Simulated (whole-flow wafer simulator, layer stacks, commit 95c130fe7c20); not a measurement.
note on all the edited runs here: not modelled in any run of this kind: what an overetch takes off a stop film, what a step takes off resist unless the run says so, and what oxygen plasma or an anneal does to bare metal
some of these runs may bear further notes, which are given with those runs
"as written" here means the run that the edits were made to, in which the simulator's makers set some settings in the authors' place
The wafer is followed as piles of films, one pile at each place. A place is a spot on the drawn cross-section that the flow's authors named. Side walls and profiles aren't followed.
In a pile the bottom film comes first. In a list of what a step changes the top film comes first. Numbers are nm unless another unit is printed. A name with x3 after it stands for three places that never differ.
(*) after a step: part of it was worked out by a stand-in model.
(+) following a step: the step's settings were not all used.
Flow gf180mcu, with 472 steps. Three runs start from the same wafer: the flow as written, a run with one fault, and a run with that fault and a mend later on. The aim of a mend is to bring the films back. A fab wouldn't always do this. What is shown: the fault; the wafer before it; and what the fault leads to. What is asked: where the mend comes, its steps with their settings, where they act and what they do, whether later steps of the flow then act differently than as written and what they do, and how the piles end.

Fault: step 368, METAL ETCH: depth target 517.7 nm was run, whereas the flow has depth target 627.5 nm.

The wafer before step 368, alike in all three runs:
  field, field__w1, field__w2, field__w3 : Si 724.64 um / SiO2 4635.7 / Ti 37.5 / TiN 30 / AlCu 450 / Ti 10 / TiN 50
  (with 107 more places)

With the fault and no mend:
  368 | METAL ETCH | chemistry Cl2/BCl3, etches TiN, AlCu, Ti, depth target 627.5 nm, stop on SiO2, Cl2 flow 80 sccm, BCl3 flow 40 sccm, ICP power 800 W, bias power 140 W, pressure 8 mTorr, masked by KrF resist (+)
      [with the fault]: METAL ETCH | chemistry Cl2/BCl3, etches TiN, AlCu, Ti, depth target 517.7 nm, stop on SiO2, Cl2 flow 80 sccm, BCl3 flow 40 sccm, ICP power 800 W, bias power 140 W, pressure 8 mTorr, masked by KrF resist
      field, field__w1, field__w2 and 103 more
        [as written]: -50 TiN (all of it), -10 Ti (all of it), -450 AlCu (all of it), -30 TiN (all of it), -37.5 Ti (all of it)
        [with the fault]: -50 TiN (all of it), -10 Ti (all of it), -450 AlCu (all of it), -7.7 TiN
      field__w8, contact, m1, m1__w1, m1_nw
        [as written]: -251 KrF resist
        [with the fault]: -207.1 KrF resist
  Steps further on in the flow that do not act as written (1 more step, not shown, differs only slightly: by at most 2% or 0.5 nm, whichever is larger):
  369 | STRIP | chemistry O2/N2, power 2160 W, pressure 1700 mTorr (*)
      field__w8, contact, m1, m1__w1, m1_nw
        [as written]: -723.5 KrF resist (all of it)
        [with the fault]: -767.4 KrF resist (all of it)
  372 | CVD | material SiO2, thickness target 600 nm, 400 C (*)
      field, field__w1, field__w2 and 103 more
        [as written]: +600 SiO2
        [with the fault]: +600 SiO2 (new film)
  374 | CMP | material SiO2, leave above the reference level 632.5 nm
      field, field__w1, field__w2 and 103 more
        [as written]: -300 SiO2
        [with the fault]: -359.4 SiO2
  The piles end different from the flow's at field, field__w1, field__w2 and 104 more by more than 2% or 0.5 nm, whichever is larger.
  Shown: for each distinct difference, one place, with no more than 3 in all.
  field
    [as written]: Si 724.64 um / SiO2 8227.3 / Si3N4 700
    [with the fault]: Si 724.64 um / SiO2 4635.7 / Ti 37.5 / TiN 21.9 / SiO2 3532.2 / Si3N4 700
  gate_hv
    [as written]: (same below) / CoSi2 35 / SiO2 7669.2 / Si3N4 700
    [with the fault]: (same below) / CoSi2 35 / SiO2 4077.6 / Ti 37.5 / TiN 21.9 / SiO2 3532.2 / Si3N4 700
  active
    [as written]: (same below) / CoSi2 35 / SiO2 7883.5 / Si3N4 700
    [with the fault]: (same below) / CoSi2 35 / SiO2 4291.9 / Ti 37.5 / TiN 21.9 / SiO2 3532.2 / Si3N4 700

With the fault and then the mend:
  After step 370 comes the mend.
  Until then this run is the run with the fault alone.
  370a | DEHYDRATE | 200 C, 60 s (a further turn of the flow's step 361)
      leaves every film unchanged at each place that is followed
  370b | HMDS | 120 C, 60 s (a further turn of the flow's step 362)
      leaves every film unchanged at each place that is followed
  370c | COAT | KrF resist, thickness 1000 nm (*) (a further turn of the flow's step 363)
      iso_ptap_pw, iso_ntap_nw, iso_nw_fld and 33 more
        +1000 KrF resist (new film)
      field__w7, field__w11, field__w13 and 9 more
        +1003.4 KrF resist (new film)
      field_sub, field_sub__w1, field_sub__w2 and 6 more
        +1002.9 KrF resist (new film)
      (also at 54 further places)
  370d | SOFTBAKE | KrF resist (a further turn of the flow's step 364)
      leaves every film unchanged at each place that is followed
  370e | EXPOSE | photomask Metal4 (a further turn of the flow's step 365)
      leaves every film unchanged at each place that is followed
  370f | PEB | KrF resist, 135 C, 90 s (a further turn of the flow's step 366)
      field__w1, field__w2, field__w3 and 55 more
        -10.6 KrF resist
      iso_ptap_pw, iso_ntap_nw, iso_nw_fld and 33 more
        -10.5 KrF resist
      gate_hv, sd_p, nw_enc_fld_lv__w3, polyc_n, polyc_n_rim
        -10.7 KrF resist
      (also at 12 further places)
  370g | DEVELOP | thickness 1000 nm, 60 s (a further turn of the flow's step 367)
      iso_ptap_pw, iso_ntap_nw, iso_nw_fld and 33 more
        -989.5 KrF resist (all of it)
      field__w7, field__w11, field__w13 and 9 more
        -992.8 KrF resist (all of it)
      field_sub__w2, field_sub__w3, field_sub__w4 and 7 more
        -992.4 KrF resist (all of it)
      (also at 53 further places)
  370h | METAL ETCH | chemistry Cl2/BCl3, etches TiN, AlCu, Ti, depth target 109.8 nm, stop on SiO2, Cl2 flow 80 sccm, BCl3 flow 40 sccm, ICP power 800 W, bias power 140 W, pressure 8 mTorr, masked by KrF resist (+) (a further turn of the flow's step 368, with different settings)
      field, field__w1, field__w2 and 103 more
        -21.9 TiN (all of it), -37.5 Ti (all of it)
      field__w8, contact, m1, m1__w1, m1_nw
        -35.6 KrF resist
  370i | STRIP | chemistry O2/N2, power 2160 W, pressure 1700 mTorr (*) (a further turn of the flow's step 369)
      field__w8
        -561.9 KrF resist (all of it)
      contact
        -559.8 KrF resist (all of it)
      m1
        -563 KrF resist (all of it)
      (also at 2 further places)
  370j | STRIP | chemistry post etch residue remover, 72.5 C, 1200 s (*) (a further turn of the flow's step 370)
      field__w8, contact, m1, m1__w1, m1_nw
        -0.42 TiN
  None of the later steps of the flow differs from how it acts as written, at any place that is followed, by more than 2% or 0.5 nm, whichever is larger.
  At the end the piles are close to the flow's at the places that both follow, differing by at most 2% or 0.5 nm, whichever is larger.
